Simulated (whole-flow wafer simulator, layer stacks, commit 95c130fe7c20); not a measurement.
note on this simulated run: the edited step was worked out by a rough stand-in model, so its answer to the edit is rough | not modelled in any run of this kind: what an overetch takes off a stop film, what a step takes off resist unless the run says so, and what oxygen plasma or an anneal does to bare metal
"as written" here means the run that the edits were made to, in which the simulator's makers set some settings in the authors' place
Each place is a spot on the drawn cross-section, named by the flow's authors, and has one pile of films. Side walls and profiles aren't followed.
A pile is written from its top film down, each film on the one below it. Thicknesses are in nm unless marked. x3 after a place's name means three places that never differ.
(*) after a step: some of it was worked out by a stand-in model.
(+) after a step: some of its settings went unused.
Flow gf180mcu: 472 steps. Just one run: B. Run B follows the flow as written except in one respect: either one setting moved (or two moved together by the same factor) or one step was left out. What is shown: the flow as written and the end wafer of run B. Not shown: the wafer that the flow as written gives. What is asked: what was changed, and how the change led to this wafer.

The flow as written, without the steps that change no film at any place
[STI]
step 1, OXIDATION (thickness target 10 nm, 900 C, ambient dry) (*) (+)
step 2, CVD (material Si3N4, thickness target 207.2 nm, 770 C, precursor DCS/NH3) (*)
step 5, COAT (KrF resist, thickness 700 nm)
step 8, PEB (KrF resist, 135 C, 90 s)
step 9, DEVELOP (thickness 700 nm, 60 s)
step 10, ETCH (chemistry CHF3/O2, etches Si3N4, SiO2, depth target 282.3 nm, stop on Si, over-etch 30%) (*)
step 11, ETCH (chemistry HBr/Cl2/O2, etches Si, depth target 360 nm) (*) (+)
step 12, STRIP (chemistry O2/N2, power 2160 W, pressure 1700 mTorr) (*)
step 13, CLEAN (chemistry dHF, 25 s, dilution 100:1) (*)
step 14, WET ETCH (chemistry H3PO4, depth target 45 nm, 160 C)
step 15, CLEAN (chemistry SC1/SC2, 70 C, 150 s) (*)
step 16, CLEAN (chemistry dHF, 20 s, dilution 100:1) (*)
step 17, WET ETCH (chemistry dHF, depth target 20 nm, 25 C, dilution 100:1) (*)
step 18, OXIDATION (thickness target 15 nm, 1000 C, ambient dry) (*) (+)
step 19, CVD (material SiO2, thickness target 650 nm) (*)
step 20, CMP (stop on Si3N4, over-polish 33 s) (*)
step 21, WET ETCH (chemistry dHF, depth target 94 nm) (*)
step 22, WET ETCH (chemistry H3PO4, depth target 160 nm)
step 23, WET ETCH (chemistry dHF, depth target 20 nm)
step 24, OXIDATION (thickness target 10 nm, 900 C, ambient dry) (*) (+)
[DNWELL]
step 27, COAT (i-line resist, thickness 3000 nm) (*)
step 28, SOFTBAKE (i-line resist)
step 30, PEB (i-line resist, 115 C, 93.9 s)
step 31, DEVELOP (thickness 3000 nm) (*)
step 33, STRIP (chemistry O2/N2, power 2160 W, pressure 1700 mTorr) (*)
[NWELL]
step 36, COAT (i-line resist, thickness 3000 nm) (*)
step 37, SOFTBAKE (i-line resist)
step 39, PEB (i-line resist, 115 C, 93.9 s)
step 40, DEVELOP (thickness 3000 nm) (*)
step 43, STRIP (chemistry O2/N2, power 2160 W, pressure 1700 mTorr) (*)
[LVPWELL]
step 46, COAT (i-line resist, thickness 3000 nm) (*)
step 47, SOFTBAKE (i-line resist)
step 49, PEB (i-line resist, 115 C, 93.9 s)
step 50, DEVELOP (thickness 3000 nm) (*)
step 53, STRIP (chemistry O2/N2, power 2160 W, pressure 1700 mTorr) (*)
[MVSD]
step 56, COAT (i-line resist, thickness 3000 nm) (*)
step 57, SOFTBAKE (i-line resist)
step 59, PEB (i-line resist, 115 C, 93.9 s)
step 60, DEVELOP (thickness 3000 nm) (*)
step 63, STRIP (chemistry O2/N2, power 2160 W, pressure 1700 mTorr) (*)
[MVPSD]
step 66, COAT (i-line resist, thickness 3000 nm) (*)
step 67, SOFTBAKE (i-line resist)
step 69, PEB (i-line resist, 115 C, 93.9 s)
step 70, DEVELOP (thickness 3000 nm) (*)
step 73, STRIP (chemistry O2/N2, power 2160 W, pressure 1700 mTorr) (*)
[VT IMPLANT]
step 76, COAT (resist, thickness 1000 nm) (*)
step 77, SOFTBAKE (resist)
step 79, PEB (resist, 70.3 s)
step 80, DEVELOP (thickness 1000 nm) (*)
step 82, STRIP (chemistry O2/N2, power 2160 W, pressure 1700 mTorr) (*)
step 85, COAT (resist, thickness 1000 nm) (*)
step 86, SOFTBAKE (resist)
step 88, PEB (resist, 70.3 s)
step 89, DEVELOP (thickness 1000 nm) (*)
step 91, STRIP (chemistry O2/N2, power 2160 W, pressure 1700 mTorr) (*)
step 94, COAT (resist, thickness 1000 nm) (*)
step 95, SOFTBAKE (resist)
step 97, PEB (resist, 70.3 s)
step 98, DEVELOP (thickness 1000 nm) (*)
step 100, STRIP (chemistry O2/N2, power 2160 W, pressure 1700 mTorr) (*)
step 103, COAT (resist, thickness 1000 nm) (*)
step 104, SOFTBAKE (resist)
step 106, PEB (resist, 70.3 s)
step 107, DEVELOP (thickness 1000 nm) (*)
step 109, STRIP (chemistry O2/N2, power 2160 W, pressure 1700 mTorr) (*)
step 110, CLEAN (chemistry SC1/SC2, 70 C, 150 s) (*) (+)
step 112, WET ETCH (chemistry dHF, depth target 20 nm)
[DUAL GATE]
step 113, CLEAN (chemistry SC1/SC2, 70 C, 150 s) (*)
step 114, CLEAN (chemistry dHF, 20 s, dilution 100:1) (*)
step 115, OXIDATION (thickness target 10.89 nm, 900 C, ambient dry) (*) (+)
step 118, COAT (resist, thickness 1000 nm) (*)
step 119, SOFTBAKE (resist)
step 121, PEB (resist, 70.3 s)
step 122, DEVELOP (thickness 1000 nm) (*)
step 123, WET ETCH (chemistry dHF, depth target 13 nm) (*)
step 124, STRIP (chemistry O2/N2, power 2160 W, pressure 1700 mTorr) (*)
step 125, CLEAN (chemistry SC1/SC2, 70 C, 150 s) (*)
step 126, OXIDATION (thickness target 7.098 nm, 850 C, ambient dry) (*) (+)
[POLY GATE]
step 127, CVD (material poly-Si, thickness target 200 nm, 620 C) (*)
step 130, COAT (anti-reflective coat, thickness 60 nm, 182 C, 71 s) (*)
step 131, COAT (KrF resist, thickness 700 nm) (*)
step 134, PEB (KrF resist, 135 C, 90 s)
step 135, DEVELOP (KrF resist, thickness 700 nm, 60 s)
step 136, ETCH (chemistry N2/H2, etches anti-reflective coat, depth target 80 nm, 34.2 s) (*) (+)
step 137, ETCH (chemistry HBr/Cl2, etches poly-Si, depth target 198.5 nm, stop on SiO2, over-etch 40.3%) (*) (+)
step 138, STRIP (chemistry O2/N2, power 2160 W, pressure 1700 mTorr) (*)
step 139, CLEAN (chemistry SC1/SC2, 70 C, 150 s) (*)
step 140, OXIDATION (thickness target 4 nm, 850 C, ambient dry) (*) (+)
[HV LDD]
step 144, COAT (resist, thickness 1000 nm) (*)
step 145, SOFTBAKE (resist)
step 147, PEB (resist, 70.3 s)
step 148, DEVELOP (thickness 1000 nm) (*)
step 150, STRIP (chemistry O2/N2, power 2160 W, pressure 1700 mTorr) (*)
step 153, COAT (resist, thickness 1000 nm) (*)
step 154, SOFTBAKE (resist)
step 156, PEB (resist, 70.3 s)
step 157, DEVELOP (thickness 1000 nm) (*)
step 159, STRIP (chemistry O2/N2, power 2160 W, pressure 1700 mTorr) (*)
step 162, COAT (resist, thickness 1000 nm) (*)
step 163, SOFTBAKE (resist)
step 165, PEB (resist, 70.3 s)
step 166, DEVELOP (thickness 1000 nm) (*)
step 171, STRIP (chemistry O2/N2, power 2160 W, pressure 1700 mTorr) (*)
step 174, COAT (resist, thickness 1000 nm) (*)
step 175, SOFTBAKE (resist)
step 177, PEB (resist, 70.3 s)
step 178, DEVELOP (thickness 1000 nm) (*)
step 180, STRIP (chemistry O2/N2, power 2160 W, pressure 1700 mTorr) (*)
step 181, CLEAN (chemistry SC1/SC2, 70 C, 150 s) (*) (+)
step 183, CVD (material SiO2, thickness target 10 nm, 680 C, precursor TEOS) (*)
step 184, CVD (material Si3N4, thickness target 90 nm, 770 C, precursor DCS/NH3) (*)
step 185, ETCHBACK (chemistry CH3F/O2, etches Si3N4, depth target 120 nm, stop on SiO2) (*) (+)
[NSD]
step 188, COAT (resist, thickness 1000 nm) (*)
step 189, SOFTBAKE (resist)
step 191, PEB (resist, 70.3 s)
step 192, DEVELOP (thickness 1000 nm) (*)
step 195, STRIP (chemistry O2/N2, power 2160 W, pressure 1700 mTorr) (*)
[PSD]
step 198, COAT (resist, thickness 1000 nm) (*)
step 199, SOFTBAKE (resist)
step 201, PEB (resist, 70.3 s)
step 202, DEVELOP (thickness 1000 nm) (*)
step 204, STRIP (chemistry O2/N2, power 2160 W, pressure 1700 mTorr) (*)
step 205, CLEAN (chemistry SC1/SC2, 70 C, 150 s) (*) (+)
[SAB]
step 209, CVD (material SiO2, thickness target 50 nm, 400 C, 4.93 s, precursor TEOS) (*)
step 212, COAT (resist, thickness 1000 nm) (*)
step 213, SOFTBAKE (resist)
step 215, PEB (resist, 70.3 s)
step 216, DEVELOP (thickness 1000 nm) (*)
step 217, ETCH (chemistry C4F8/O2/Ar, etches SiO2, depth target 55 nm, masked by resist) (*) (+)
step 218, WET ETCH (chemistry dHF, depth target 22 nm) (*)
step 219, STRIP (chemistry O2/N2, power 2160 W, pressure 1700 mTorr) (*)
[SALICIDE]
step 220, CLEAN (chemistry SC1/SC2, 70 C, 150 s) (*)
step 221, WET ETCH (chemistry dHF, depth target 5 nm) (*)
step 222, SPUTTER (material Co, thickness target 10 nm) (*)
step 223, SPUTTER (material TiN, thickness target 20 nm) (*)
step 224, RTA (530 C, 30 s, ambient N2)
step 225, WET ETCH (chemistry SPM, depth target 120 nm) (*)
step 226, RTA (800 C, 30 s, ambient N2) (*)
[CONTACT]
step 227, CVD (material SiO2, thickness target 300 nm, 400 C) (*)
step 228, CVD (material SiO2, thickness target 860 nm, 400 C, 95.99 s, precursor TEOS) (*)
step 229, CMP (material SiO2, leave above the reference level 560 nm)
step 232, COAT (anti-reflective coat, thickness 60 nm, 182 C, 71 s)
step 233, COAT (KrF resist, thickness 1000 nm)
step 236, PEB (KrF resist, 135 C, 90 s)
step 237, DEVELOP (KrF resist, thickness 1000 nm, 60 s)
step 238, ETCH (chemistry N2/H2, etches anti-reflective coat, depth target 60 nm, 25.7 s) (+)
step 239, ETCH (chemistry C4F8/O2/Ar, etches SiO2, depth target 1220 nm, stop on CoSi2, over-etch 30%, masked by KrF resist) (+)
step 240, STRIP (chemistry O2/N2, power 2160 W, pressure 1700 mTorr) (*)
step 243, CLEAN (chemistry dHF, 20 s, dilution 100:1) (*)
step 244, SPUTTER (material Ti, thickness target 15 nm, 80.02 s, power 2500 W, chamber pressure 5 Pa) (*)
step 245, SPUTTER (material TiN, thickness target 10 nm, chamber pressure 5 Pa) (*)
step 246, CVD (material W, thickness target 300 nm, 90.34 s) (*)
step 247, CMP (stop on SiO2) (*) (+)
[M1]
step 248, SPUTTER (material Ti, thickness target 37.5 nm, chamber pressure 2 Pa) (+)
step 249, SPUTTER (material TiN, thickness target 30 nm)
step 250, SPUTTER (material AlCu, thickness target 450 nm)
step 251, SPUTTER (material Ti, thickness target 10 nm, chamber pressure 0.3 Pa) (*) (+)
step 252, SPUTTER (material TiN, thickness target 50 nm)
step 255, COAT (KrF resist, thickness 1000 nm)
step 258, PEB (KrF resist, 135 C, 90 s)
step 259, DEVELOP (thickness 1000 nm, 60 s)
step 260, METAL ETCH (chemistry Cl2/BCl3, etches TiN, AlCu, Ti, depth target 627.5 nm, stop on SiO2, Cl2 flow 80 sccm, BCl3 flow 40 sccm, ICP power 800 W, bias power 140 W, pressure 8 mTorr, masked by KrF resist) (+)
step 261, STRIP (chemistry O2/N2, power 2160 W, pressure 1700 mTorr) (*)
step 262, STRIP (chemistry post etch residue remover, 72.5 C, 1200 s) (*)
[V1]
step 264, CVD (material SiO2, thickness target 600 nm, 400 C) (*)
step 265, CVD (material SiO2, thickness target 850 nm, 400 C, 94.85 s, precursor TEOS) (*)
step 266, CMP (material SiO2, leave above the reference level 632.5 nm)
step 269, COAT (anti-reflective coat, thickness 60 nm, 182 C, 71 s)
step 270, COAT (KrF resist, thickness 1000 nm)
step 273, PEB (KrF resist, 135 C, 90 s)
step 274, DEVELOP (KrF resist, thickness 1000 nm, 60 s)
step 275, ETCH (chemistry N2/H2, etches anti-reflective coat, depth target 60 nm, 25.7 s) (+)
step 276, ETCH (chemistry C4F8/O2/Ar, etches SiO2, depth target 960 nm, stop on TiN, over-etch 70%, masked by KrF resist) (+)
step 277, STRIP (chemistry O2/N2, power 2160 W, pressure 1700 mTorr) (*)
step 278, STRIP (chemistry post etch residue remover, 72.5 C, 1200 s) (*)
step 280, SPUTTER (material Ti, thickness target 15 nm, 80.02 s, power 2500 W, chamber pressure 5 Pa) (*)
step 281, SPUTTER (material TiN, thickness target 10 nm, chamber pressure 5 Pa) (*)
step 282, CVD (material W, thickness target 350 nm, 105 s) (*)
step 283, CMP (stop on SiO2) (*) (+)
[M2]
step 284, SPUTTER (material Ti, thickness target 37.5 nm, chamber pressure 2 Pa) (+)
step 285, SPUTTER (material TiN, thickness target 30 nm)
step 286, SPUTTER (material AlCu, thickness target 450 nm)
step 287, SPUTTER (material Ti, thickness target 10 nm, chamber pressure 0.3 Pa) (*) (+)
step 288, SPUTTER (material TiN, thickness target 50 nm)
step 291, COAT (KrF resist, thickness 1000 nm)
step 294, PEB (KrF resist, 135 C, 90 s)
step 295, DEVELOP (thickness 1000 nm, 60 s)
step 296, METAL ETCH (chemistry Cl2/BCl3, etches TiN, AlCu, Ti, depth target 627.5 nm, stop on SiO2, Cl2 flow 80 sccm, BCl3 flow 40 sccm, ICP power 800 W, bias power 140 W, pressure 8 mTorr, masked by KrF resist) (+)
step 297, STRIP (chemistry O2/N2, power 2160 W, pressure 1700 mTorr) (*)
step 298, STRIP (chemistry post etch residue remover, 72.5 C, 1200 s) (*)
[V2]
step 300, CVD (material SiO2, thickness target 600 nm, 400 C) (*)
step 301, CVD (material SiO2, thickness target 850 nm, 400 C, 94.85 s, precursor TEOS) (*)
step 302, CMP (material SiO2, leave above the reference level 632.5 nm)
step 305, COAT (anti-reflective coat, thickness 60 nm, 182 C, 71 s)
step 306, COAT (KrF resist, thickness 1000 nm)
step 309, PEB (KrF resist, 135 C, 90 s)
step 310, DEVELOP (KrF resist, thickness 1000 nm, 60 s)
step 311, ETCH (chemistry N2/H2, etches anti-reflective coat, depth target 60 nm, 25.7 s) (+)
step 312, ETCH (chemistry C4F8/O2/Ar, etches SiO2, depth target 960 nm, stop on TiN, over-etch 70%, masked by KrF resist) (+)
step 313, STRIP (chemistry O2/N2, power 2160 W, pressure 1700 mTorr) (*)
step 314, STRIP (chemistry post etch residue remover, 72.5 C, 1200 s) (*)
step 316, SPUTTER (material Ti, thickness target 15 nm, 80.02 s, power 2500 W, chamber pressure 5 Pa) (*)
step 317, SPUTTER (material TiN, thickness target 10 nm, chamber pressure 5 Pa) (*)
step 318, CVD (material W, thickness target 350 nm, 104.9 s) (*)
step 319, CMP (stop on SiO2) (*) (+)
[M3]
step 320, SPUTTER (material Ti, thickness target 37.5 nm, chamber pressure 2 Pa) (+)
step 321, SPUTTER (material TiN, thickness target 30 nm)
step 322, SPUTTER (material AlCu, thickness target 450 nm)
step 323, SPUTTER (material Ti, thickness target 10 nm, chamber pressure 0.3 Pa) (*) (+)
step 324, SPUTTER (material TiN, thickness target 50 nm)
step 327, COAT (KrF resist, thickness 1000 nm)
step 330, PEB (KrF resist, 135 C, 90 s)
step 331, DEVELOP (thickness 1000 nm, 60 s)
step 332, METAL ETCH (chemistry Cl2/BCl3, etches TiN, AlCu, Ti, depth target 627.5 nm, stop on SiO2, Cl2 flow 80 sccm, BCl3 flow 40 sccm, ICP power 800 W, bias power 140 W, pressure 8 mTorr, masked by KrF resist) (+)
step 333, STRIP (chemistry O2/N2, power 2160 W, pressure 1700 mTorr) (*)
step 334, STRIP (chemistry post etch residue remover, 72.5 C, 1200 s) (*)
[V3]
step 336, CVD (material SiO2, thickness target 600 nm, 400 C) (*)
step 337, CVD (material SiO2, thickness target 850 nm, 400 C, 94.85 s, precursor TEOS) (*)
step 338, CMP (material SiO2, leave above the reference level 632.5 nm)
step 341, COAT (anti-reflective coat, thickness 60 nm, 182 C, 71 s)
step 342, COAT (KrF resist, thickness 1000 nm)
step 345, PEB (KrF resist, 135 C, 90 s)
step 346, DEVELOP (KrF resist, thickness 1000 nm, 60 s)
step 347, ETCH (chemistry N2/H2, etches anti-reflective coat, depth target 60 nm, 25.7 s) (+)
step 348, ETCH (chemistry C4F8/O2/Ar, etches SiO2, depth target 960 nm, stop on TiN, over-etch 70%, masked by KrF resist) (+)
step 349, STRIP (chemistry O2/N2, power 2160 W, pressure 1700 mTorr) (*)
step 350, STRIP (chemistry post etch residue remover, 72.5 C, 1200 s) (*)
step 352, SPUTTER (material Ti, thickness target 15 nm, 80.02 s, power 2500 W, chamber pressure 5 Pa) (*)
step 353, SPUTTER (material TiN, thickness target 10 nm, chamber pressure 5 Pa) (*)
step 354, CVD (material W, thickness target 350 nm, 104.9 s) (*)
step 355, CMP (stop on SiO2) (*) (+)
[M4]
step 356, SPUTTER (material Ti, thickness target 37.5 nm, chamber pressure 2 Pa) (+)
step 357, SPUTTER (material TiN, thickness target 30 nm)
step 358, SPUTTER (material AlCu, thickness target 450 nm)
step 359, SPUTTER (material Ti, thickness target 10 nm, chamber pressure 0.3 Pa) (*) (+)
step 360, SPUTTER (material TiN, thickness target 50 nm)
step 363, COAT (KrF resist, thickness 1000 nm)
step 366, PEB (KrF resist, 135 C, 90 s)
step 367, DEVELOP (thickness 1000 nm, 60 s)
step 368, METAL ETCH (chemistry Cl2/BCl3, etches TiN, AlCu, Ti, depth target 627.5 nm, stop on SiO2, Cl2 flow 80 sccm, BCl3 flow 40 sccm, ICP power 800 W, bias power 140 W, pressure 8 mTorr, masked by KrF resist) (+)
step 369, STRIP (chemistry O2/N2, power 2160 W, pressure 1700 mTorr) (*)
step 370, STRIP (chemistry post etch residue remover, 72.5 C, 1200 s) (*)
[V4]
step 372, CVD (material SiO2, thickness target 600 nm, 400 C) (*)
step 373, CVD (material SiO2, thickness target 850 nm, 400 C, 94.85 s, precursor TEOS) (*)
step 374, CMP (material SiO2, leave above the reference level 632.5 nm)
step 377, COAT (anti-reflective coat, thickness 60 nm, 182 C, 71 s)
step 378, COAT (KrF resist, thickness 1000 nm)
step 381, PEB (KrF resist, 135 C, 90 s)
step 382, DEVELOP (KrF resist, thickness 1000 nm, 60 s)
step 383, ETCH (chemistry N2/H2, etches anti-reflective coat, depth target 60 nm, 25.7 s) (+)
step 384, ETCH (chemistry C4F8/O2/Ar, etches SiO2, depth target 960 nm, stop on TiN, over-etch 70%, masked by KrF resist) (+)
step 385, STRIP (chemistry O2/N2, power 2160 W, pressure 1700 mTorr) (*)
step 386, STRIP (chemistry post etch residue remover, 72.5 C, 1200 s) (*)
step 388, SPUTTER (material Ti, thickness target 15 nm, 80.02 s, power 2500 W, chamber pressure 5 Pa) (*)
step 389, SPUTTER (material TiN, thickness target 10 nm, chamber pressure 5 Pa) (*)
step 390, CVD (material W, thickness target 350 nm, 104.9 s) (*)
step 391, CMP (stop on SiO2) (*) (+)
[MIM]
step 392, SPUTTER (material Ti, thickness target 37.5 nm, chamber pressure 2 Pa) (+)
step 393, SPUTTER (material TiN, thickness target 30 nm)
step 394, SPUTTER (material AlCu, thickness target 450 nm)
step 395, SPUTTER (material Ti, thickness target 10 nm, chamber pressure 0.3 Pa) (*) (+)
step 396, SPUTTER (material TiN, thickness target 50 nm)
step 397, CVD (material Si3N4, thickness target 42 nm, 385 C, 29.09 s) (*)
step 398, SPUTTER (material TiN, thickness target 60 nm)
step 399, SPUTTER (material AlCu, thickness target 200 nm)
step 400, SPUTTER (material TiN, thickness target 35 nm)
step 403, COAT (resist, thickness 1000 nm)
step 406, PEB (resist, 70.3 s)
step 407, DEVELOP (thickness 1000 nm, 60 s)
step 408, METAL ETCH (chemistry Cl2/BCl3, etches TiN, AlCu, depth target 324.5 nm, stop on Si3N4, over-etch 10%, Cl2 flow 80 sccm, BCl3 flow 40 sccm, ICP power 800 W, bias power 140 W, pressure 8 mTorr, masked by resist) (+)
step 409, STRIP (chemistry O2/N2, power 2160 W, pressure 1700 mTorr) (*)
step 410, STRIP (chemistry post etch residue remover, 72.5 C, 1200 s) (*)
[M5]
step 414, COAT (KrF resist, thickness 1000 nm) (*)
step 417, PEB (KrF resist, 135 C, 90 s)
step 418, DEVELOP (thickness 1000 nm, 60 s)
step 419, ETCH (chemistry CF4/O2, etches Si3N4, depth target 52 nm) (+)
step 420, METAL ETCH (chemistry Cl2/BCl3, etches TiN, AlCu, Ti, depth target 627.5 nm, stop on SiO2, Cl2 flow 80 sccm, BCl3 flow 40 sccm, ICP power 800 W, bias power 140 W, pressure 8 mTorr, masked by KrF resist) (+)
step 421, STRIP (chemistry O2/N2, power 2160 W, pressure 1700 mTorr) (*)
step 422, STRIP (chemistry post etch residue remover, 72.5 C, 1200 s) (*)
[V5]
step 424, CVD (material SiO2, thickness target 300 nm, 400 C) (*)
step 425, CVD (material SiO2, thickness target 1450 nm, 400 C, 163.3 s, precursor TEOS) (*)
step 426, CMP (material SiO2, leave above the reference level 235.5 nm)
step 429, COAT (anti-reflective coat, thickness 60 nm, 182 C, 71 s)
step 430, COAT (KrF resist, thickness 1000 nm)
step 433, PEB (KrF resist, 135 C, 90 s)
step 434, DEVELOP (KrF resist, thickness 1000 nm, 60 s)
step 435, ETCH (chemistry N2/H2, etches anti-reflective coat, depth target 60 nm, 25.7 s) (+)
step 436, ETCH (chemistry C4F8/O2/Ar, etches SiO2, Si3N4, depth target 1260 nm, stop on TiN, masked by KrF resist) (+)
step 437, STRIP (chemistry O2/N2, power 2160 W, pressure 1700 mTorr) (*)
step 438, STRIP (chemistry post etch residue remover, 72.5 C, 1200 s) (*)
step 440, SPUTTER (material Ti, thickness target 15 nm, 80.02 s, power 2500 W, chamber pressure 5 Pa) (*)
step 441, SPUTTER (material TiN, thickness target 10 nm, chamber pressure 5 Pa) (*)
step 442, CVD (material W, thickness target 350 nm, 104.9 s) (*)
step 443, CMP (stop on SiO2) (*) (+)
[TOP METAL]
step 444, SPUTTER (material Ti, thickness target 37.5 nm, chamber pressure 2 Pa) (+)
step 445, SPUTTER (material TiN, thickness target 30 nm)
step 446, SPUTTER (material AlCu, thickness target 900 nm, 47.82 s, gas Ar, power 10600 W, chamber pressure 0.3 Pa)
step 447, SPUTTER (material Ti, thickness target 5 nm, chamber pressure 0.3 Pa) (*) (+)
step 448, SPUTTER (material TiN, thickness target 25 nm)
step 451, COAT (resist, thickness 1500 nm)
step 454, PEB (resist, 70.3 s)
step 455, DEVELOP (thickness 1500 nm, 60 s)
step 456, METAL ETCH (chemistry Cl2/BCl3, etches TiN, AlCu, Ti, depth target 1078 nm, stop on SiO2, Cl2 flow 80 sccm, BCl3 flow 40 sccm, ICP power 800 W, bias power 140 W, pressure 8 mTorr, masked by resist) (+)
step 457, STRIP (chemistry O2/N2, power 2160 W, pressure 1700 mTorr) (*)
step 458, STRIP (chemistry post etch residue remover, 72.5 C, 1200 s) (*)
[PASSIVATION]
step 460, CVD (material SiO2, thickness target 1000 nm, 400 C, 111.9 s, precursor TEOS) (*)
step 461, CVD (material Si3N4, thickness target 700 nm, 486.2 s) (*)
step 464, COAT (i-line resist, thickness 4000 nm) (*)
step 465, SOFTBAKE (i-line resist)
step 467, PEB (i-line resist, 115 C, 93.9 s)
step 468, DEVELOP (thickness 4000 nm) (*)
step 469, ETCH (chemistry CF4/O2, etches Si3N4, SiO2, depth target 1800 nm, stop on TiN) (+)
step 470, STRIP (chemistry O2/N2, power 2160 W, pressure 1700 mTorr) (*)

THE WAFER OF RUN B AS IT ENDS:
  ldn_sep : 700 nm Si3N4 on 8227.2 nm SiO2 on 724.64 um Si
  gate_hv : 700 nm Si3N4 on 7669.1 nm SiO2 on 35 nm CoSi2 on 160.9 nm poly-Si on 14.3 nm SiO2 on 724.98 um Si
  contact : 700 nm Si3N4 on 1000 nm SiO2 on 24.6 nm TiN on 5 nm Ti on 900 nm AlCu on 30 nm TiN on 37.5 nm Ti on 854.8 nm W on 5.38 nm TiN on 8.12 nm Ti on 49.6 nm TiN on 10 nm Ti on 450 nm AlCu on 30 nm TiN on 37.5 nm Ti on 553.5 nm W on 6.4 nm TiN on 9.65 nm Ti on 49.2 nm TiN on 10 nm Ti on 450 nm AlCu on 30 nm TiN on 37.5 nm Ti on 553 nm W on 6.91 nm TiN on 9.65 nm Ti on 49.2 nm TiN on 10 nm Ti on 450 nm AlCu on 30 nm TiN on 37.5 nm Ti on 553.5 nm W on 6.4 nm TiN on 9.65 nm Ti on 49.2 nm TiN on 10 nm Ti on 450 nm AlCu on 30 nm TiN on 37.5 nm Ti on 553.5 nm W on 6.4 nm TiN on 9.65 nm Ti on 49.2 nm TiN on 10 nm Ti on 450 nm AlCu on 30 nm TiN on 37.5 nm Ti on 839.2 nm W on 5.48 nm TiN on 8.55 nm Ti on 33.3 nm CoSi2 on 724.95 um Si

Cause: step 353, SPUTTER: thickness target 10.8 nm was run, while the flow as written has thickness target 10 nm.

Step by step, how the change led to this:
  step 353, SPUTTER (material TiN, thickness target 10 nm, chamber pressure 5 Pa) (*)
      field, field__w1, field__w2 and 107 more: +10.8 TiN (new film) (in the flow as written it would be: +10 TiN (new film))
      contact: +6.91 TiN (new film) (in the flow as written it would be: +6.4 TiN (new film))
  step 355, CMP (stop on SiO2) (*) (+)
      field, field__w1, field__w2 and 107 more: -350 W (all of it), -10.8 TiN (all of it), -15 Ti (all of it), -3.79 SiO2 (in the flow as written it would be: -350 W (all of it), -10 TiN (all of it), -15 Ti (all of it), -3.78 SiO2)
